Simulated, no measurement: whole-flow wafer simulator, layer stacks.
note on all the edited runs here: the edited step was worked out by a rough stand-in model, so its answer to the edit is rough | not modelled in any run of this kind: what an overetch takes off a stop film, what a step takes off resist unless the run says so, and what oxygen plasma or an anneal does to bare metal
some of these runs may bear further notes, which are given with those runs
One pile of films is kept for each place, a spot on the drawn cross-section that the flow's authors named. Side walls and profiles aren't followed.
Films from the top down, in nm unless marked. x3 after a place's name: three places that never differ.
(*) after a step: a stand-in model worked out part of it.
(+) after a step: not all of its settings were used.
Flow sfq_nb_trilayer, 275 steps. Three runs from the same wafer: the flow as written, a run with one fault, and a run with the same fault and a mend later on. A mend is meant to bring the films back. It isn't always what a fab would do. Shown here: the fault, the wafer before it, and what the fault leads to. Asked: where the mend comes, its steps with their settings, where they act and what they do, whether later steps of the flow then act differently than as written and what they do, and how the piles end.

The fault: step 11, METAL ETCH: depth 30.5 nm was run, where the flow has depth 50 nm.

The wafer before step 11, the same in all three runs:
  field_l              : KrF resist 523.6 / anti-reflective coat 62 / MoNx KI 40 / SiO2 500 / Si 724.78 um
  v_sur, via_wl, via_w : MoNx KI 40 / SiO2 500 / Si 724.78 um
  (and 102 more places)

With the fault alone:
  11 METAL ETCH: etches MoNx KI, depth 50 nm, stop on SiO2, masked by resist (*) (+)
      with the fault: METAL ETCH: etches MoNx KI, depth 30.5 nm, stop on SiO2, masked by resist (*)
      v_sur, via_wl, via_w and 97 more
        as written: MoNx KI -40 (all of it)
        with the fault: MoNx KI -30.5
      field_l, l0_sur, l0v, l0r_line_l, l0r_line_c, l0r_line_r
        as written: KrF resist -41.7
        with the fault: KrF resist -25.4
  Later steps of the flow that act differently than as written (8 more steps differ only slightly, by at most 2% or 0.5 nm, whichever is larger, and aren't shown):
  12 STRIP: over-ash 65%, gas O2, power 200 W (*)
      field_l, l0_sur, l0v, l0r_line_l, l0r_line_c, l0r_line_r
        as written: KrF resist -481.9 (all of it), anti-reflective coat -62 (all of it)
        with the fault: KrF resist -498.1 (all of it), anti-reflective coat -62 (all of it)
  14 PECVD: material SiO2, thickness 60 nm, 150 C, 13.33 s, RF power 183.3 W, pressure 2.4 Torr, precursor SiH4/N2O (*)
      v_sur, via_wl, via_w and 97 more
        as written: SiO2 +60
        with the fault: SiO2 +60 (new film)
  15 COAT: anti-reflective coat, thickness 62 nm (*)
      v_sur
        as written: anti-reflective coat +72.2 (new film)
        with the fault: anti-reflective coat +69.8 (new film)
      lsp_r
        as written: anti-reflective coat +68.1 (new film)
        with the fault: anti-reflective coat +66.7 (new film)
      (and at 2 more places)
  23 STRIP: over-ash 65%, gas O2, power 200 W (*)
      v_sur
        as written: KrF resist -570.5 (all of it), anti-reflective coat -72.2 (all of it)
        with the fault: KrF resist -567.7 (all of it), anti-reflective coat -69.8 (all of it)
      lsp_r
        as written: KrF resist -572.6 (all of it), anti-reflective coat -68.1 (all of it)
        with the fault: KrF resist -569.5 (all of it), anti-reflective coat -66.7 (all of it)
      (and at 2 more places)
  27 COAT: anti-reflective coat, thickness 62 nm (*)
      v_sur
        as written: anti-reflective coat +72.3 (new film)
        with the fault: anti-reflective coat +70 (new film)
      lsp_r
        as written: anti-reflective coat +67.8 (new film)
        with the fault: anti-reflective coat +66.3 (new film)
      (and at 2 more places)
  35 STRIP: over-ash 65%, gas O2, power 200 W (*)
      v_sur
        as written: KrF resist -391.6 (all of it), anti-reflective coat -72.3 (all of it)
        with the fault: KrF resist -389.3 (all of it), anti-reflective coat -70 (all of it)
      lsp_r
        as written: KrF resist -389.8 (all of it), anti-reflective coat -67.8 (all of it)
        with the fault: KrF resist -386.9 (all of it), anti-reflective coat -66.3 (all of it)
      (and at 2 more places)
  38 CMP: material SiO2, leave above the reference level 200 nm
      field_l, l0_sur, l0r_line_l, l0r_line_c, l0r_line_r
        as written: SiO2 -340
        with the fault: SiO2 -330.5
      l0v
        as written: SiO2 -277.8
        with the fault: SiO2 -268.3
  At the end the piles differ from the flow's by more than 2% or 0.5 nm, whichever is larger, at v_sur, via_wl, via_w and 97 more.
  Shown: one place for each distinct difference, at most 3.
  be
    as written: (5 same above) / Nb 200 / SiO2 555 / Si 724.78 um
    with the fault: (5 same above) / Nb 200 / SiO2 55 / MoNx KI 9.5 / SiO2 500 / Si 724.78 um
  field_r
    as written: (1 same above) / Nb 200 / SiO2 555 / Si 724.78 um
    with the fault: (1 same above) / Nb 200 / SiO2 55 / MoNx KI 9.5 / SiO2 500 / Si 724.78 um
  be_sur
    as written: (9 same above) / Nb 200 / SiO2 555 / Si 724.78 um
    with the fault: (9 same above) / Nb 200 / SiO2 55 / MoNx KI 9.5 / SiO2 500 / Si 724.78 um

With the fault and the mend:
  The mend comes after step 12.
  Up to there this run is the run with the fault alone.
  12a COAT: anti-reflective coat, thickness 62 nm (*) (the flow's step 4 once more)
      p4_fl x3, p4_w1 x9, p4_g1 x2 and 59 more
        anti-reflective coat +62 (new film)
      be, be_sur, gap and 10 more
        anti-reflective coat +63.3 (new film)
      via_v, wire, field_r, lsp_l
        anti-reflective coat +63.4 (new film)
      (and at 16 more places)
  12b COAT: KrF resist, thickness 600 nm (*) (the flow's step 5 once more)
      p4_fl x3, p4_w1 x9, p4_g1 x2 and 59 more
        KrF resist +600 (new film)
      jj_sur, ce_l, c5j, ce_r, sp_r, be_r, r_sur
        KrF resist +605.1 (new film)
      be_sur, gap, res, r_end
        KrF resist +605.2 (new film)
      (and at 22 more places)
  12c SOFTBAKE: KrF resist (the flow's step 6 once more)
      changes no film at any place that is followed
  12d EXPOSE: photomask L0, dose 11.59 mJ/cm2, NA 0.6, wavelength 248 nm (*) (the flow's step 7 once more)
      changes no film at any place that is followed
  12e PEB: KrF resist, 90 s (the flow's step 8 once more)
      p4_fl x3, p4_w1 x9, p4_g1 x2 and 62 more
        KrF resist -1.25
      be, be_sur, gap and 11 more
        KrF resist -1.26
      v_sur, via_w, via_wr and 8 more
        KrF resist -1.27
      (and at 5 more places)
  12f DEVELOP: KrF resist, thickness 600 nm, 60 s (the flow's step 9 once more)
      p4_fl x3, p4_w1 x9, p4_g1 x2 and 59 more
        KrF resist -598.7 (all of it)
      field_l, l0_sur, l0v, l0r_line_l, l0r_line_c, l0r_line_r
        KrF resist -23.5
      gap, jj_sur, ce_l, c5j, r_sur, res
        KrF resist -603.9 (all of it)
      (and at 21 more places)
  12g METAL ETCH: etches anti-reflective coat, depth 125 nm, masked by resist (*) (+) (the flow's step 10 once more)
      p4_fl x3, p4_w1 x9, p4_g1 x2 and 59 more
        anti-reflective coat -62 (all of it)
      be, be_sur, gap and 10 more
        anti-reflective coat -63.3 (all of it)
      field_l, l0_sur, l0v, l0r_line_l, l0r_line_c, l0r_line_r
        KrF resist -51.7
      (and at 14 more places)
  12h METAL ETCH: etches MoNx KI, depth 19.5 nm, stop on SiO2, masked by resist (+) (the flow's step 11 once more, with other settings)
      v_sur, via_wl, via_w and 97 more
        MoNx KI -9.5 (all of it)
      field_l, l0_sur, l0v, l0r_line_l, l0r_line_c, l0r_line_r
        KrF resist -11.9
  12i STRIP: over-ash 65%, gas O2, power 200 W (*) (the flow's step 12 once more)
      l0r_line_l, l0r_line_c, l0r_line_r
        KrF resist -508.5 (all of it), anti-reflective coat -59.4 (all of it)
      field_l
        KrF resist -504.6 (all of it), anti-reflective coat -57.6 (all of it)
      l0_sur
        KrF resist -506 (all of it), anti-reflective coat -55.4 (all of it)
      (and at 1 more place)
  No later step of the flow acts differently than as written at any place that is followed.
  At the end the piles are the same as the flow's at every place that both follow.
